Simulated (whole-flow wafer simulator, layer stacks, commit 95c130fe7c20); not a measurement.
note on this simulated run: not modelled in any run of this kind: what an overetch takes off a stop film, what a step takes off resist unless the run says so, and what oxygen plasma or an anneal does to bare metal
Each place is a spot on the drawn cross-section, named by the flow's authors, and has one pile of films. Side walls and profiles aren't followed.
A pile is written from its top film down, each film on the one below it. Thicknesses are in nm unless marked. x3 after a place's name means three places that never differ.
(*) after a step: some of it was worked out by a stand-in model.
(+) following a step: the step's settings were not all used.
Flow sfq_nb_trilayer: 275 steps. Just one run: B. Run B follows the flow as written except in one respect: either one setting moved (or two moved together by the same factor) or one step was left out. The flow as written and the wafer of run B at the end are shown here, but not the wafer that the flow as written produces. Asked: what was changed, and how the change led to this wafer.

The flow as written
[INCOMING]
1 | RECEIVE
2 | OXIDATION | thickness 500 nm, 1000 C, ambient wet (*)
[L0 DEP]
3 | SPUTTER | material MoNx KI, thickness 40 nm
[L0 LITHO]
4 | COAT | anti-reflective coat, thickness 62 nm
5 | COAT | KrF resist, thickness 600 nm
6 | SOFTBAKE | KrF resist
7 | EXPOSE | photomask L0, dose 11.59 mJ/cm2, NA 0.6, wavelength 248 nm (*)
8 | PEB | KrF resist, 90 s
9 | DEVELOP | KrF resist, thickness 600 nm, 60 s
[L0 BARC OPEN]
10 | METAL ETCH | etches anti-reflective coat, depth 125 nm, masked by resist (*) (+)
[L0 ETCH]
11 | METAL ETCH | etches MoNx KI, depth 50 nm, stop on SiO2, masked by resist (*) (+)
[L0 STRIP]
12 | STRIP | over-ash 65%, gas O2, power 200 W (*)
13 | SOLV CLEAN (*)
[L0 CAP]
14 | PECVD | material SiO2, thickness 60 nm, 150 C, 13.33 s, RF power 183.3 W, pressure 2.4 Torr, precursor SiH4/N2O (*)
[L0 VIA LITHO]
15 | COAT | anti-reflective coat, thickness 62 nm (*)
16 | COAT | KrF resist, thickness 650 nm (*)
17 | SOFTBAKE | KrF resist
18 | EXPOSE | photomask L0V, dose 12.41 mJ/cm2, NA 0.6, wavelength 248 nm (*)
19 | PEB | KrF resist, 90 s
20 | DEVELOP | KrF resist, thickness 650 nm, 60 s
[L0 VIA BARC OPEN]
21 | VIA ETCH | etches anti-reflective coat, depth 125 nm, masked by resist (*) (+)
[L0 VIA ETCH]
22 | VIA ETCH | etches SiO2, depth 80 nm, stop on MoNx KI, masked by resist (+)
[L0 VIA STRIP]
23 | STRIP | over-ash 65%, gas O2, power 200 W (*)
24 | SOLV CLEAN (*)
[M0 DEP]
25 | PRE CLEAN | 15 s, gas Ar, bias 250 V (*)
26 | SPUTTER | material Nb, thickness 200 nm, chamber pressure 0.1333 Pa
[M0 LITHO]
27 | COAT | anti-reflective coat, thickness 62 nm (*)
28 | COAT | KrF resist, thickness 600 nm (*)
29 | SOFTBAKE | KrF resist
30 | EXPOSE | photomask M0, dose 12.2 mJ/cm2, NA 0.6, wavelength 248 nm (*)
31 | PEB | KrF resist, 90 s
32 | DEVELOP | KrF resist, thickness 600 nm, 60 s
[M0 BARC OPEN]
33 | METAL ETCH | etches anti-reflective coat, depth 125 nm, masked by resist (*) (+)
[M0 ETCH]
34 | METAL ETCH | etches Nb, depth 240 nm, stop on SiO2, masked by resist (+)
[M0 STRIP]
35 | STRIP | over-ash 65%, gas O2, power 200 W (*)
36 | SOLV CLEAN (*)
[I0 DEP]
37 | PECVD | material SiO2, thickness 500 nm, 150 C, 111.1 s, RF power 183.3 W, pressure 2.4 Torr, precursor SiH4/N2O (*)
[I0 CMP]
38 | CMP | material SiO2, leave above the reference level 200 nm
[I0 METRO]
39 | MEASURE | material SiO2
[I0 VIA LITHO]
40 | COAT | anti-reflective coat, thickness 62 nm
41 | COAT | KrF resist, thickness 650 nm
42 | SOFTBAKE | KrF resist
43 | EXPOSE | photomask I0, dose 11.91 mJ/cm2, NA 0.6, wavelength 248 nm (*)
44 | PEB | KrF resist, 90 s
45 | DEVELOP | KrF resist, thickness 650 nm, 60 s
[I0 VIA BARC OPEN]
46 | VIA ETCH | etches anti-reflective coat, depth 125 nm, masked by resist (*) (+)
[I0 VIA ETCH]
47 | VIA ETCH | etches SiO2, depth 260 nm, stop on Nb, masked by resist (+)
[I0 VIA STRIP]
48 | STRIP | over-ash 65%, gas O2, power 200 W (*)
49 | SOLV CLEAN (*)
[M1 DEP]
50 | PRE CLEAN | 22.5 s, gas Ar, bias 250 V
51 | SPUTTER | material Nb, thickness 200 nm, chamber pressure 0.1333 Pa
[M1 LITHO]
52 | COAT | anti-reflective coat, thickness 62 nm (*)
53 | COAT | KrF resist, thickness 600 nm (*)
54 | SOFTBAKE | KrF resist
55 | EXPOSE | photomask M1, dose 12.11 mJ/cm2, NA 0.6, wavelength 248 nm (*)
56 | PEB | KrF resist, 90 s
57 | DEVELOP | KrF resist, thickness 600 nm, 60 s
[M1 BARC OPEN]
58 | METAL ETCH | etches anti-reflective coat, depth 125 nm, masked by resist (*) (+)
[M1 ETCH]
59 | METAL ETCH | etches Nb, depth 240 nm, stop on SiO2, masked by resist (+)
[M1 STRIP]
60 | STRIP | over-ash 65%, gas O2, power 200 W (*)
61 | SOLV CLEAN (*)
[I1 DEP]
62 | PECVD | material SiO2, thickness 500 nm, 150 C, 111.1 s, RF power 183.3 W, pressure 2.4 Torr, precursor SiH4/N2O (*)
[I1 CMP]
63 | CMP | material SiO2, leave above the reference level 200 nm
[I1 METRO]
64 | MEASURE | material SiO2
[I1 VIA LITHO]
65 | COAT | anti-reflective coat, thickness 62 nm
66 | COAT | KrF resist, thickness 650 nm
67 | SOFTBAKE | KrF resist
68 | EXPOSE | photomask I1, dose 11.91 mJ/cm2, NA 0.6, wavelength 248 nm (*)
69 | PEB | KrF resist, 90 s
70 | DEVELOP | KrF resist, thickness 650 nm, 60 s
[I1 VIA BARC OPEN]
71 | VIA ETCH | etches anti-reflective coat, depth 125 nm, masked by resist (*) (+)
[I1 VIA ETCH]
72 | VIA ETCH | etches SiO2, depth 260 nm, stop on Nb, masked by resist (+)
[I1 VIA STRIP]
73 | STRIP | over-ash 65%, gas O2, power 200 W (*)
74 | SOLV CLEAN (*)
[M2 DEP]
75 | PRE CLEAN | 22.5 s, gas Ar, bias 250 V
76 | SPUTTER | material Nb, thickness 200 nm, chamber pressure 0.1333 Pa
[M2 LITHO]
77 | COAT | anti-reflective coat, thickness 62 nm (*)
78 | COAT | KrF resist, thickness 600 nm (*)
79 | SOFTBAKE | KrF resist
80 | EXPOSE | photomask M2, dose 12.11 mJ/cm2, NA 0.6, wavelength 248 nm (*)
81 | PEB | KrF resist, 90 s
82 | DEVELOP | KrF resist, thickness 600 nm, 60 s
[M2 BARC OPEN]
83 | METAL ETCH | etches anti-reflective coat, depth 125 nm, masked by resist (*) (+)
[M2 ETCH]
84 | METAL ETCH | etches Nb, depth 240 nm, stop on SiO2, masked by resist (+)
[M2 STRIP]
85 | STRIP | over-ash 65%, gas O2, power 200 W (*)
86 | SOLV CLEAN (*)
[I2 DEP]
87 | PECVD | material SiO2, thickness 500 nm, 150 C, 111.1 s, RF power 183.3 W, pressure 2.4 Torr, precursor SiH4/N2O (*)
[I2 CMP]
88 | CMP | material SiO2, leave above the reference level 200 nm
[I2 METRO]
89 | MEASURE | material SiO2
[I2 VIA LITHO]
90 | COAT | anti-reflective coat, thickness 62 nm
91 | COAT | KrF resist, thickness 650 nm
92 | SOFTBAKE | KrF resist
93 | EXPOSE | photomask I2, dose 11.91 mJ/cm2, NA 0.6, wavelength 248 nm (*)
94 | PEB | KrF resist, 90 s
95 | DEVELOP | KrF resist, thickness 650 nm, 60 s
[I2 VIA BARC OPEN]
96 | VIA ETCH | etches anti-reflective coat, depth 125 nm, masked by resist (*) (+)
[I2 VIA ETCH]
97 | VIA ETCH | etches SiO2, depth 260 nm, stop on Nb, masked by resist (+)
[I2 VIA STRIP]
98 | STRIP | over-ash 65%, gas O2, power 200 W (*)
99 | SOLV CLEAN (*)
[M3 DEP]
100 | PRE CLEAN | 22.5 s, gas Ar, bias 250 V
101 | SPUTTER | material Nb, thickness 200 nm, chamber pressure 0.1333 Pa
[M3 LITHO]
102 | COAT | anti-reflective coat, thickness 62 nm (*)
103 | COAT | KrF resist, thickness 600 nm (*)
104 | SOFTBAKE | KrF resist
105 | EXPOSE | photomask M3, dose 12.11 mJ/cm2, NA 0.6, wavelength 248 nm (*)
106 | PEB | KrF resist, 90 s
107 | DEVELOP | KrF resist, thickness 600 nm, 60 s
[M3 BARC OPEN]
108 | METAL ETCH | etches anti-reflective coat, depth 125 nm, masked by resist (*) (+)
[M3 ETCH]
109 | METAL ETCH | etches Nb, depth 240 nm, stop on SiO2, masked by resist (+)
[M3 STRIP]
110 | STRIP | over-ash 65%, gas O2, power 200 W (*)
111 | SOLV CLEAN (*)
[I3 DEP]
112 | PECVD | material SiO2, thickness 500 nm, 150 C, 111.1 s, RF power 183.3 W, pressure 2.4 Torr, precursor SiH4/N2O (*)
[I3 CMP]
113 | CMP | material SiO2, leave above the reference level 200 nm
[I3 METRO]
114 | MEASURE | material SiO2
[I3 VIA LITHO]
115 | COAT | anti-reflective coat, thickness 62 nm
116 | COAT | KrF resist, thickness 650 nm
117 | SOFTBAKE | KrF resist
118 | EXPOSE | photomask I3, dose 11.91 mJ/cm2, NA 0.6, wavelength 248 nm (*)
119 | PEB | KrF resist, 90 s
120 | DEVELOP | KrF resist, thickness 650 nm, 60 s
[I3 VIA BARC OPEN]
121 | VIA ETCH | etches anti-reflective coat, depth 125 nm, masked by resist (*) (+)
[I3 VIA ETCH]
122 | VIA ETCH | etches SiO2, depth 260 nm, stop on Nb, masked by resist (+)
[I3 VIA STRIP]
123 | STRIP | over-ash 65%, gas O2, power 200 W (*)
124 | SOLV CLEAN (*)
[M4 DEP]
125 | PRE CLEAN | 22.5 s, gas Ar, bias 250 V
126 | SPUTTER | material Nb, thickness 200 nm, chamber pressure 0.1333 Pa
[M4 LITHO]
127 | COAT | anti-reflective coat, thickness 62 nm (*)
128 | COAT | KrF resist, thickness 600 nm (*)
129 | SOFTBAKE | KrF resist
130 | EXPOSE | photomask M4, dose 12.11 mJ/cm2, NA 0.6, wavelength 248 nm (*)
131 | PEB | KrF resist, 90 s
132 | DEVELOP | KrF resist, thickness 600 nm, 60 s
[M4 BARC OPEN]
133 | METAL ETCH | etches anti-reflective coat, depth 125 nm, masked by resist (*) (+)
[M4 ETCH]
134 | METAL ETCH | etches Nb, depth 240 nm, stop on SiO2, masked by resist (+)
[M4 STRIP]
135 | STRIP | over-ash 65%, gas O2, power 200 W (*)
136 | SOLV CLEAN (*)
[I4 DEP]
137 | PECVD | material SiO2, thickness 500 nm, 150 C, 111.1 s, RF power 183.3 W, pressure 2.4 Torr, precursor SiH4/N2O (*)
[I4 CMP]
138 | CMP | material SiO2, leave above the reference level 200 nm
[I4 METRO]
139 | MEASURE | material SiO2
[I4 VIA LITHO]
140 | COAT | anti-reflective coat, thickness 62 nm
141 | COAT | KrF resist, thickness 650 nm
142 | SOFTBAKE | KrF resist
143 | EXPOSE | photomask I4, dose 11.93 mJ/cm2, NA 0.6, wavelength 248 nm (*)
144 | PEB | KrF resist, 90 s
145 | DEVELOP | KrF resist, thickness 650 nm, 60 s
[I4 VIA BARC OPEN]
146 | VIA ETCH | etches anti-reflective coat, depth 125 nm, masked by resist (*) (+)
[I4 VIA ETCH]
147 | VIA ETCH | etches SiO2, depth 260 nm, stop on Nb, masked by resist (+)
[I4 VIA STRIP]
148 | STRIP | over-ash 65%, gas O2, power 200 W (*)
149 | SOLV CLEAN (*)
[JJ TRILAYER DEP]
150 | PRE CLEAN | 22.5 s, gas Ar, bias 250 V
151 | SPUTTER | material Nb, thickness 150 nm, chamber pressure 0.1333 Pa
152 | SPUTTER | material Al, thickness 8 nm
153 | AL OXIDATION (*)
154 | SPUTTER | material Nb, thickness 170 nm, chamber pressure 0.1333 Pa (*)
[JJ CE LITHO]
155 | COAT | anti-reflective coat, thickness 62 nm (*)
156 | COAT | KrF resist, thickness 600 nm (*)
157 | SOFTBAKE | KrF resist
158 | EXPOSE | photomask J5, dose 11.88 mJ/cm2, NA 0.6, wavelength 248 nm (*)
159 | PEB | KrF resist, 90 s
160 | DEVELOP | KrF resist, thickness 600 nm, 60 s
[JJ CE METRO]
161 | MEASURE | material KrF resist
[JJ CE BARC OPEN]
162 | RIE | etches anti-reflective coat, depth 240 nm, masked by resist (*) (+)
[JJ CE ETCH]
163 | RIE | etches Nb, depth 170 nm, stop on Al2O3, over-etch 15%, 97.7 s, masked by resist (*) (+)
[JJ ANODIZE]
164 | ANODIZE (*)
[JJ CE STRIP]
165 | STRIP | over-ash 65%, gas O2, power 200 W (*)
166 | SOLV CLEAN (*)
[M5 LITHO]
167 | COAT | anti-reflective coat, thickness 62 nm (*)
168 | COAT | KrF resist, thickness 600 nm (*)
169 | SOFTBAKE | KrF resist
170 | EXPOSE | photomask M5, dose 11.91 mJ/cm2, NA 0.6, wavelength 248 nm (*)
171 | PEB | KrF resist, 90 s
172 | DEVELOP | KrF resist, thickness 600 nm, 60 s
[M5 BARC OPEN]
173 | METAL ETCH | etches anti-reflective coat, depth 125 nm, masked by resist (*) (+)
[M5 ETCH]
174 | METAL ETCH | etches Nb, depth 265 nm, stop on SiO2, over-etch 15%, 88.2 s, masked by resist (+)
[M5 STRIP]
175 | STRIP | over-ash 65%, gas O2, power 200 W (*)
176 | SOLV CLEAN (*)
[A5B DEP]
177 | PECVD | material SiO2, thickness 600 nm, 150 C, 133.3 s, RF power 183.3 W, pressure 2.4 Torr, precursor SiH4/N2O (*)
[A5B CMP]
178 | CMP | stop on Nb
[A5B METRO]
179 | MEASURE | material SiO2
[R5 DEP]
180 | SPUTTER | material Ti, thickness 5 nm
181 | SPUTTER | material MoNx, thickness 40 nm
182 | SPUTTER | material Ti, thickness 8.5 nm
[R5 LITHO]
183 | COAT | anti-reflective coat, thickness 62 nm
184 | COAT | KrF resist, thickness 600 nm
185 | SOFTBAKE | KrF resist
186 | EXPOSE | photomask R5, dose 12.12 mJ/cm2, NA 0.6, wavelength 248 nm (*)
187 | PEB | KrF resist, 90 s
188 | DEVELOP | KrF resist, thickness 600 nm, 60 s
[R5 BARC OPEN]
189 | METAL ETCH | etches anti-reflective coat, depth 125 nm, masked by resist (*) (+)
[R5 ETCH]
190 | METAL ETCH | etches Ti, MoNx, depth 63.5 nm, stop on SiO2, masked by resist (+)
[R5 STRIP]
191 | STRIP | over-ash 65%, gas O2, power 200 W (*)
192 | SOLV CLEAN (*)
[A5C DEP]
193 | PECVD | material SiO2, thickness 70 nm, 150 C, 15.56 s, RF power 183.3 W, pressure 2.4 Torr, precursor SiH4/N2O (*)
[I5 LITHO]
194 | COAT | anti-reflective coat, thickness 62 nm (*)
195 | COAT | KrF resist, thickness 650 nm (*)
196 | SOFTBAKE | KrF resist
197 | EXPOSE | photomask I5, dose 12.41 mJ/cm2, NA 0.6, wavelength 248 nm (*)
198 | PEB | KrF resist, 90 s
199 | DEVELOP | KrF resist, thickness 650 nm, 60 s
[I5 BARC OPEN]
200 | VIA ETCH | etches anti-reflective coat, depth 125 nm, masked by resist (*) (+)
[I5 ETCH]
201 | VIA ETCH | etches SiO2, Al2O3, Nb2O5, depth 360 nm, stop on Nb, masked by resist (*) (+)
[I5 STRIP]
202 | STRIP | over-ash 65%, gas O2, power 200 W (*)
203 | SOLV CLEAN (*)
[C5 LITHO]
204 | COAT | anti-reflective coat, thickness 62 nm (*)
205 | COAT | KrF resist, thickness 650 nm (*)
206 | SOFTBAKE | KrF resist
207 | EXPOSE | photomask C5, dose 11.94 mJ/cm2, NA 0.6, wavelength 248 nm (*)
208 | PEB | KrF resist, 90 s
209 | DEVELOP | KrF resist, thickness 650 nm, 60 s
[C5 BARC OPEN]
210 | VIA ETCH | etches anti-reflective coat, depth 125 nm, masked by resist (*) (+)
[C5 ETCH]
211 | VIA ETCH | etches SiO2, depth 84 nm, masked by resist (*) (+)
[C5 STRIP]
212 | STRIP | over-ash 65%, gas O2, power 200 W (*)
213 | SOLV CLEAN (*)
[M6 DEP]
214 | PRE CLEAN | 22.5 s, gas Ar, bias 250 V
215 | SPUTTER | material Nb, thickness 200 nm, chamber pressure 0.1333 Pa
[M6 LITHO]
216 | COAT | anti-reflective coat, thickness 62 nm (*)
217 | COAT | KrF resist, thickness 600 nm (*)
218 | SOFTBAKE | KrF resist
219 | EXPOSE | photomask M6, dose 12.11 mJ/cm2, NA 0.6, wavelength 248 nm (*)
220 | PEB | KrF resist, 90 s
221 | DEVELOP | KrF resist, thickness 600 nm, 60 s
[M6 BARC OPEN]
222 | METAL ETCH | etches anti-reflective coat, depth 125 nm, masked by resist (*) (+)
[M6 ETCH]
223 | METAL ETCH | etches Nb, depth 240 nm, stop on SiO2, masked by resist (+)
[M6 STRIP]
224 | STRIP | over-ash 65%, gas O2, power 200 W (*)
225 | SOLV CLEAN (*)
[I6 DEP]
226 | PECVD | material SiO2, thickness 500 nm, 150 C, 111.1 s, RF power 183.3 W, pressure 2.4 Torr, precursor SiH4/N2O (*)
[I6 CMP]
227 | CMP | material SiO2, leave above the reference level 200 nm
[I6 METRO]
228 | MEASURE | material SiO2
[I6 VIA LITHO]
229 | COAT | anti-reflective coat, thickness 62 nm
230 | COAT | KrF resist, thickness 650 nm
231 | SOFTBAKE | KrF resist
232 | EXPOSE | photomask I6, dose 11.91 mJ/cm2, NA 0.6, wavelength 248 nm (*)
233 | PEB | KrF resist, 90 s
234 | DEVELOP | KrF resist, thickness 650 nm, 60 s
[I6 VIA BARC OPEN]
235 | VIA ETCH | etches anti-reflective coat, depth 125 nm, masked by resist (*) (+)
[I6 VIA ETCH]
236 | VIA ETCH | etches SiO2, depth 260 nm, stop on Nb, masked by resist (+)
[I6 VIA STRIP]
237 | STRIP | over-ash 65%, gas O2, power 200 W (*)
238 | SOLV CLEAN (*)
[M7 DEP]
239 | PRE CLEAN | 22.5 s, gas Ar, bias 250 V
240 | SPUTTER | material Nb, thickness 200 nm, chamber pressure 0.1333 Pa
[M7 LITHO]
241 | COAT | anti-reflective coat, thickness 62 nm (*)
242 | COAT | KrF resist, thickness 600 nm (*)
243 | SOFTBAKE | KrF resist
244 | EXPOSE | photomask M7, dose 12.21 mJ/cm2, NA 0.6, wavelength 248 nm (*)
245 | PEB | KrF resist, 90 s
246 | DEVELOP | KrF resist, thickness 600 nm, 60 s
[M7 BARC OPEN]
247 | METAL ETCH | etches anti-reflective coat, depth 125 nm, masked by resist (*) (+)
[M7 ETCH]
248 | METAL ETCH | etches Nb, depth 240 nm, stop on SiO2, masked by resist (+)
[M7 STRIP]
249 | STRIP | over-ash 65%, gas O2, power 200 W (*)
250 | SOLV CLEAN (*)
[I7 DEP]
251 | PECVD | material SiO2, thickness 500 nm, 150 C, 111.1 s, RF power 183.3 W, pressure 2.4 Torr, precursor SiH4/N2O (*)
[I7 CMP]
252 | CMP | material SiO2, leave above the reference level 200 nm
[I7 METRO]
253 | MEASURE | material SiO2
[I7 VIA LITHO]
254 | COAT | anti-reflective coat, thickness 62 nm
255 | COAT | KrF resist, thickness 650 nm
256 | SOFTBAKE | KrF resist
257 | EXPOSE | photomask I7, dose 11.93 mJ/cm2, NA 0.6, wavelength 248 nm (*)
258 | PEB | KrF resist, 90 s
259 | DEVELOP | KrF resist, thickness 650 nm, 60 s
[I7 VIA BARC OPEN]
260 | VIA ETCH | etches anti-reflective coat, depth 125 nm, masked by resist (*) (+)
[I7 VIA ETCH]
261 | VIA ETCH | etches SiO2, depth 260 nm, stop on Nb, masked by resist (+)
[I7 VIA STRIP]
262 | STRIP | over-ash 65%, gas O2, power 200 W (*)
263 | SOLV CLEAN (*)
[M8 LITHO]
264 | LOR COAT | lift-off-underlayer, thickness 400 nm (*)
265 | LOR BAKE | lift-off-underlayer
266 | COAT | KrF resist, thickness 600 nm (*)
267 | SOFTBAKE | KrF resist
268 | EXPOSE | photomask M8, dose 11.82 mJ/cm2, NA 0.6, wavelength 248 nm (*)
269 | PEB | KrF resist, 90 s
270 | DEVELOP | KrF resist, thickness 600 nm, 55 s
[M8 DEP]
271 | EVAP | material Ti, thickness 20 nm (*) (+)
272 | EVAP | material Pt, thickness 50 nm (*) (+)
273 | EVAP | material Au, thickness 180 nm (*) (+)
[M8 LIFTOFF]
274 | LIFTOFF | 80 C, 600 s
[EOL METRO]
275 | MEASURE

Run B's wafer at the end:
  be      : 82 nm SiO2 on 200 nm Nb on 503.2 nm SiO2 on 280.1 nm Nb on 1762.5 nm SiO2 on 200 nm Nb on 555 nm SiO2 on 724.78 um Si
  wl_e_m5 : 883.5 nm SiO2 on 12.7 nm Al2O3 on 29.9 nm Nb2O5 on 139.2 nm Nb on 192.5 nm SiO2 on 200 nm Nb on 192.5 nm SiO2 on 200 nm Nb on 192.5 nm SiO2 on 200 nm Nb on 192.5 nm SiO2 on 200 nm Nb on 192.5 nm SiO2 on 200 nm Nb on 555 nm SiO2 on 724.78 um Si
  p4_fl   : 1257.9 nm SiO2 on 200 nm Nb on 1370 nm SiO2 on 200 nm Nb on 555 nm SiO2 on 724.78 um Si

The reason: step 252, CMP: leave above the reference level 82 nm was run, whereas the flow has leave above the reference level 200 nm.
One can read it off the wafer: be has SiO2 82, and step 252 as written asks for 200 nm.

How this came from the change, step by step:
  252 | CMP | material SiO2, leave above the reference level 200 nm
      field_l, p4_fl, p4_fm and 56 more: SiO2 loses 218 (it would be, as written: SiO2 loses 100)
      v_sur, via_wl, via_w and 37 more: SiO2 loses 418 (it would be, as written: SiO2 loses 300)
      (as well as at 7 more places)
  261 | VIA ETCH | etches SiO2, depth 260 nm, stop on Nb, masked by resist (+)
      field_l, v_sur, via_sp and 100 more: KrF resist loses 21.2 (it would be, as written: KrF resist loses 44.8)
      via_wl, via_w, via_wr: SiO2 loses 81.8 (all of it) (it would be, as written: SiO2 loses 199.8 (all of it))
  262 | STRIP | over-ash 65%, gas O2, power 200 W (*)
      field_l, v_sur, via_sp and 100 more: KrF resist loses 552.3 (all of it), anti-reflective coat loses 62 (all of it) (it would be, as written: KrF resist loses 528.6 (all of it), anti-reflective coat loses 62 (all of it))
  264 | LOR COAT | lift-off-underlayer, thickness 400 nm (*)
      via_wl, via_wr: lift-off-underlayer gains 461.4 (new film) (it would be, as written: lift-off-underlayer gains 549.8 (new film))
      v_sur: lift-off-underlayer gains 387.5 (new film) (it would be, as written: lift-off-underlayer gains 369.4 (new film))
      (as well as at 2 more places)
  266 | COAT | KrF resist, thickness 600 nm (*)
      via_wl: KrF resist gains 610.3 (new film) (it would be, as written: KrF resist gains 625.2 (new film))
      via_w: KrF resist gains 615.1 (new film) (it would be, as written: KrF resist gains 636.8 (new film))
      (as well as at 1 more place)
  270 | DEVELOP | KrF resist, thickness 600 nm, 55 s
      v_sur: KrF resist loses 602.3 (all of it), lift-off-underlayer loses 387.5 (all of it) (it would be, as written: KrF resist loses 607.3 (all of it), lift-off-underlayer loses 369.4 (all of it))
      via_wl: KrF resist loses 609 (all of it), lift-off-underlayer loses 461.4 (all of it) (it would be, as written: KrF resist loses 623.9 (all of it), lift-off-underlayer loses 549.8 (all of it))
      (as well as at 3 more places)
